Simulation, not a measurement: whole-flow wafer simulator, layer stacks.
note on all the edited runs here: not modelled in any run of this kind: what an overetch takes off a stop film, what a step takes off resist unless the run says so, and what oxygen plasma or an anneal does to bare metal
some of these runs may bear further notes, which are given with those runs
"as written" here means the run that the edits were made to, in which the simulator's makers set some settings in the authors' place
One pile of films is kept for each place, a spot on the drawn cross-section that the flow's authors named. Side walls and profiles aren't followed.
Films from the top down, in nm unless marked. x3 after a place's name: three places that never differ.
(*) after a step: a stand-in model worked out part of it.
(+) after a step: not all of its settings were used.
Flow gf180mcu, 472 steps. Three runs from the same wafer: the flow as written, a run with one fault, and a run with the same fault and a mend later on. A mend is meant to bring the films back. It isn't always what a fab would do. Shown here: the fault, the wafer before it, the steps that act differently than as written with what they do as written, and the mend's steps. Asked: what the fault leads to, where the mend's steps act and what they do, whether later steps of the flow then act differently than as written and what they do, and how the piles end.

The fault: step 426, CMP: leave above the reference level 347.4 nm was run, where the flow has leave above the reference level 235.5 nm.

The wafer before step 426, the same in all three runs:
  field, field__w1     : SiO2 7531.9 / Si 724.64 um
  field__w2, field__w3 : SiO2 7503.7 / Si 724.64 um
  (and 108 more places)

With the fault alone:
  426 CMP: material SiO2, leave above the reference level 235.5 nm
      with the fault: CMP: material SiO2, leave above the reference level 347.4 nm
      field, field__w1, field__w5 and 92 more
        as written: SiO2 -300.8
        with the fault: SiO2 -188.9
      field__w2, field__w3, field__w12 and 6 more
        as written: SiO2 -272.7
        with the fault: SiO2 -160.8
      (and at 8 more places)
  Later steps of the flow that act differently than as written (2 more steps differ only slightly, by at most 2% or 0.5 nm, whichever is larger, and aren't shown):
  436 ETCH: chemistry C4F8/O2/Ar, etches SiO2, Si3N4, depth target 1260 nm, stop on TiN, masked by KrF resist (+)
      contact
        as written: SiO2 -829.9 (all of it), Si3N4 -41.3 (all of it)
        with the fault: SiO2 -941.8 (all of it), Si3N4 -41.3 (all of it)
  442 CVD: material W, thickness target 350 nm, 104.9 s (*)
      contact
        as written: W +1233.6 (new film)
        with the fault: W +1346.3 (new film)
  At the end the piles differ from the flow's by more than 2% or 0.5 nm, whichever is larger, at field__w4, field__w8, contact, m1, m1__w1, mim, mim_1p0, m1_nw.
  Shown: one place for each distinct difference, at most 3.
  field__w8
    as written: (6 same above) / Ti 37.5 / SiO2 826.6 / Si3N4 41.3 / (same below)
    with the fault: (6 same above) / Ti 37.5 / SiO2 938.5 / Si3N4 41.3 / (same below)
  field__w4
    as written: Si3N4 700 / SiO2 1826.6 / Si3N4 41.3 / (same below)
    with the fault: Si3N4 700 / SiO2 1938.5 / Si3N4 41.3 / (same below)
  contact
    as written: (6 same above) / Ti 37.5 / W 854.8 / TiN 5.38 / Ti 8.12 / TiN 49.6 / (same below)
    with the fault: (6 same above) / Ti 37.5 / W 967.5 / TiN 5.05 / Ti 7.62 / TiN 49.6 / (same below)

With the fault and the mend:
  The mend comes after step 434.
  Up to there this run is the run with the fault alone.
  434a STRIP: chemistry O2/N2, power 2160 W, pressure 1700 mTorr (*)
      field, field__w1, field__w2 and 108 more
        KrF resist -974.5 (all of it), anti-reflective coat -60 (all of it)
      contact
        anti-reflective coat -60 (all of it)
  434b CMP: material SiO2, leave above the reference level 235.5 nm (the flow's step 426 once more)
      field, field__w1, field__w2 and 109 more
        SiO2 -111.9
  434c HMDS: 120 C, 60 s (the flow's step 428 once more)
      changes no film at any place that is followed
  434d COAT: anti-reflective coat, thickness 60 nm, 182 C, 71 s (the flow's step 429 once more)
      field, field__w1, field__w2 and 109 more
        anti-reflective coat +60 (new film)
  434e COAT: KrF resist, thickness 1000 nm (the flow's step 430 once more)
      field, field__w1, field__w2 and 109 more
        KrF resist +1000 (new film)
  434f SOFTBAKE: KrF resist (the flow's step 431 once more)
      changes no film at any place that is followed
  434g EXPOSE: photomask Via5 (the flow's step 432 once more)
      changes no film at any place that is followed
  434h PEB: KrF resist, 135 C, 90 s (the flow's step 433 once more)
      field, field__w1, field__w2 and 109 more
        KrF resist -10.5
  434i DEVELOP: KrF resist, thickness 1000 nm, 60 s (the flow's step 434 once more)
      field, field__w1, field__w2 and 108 more
        KrF resist -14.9
      contact
        KrF resist -989.5 (all of it)
  No later step of the flow acts differently than as written at any place that is followed.
  At the end the piles are the same as the flow's at every place that both follow.
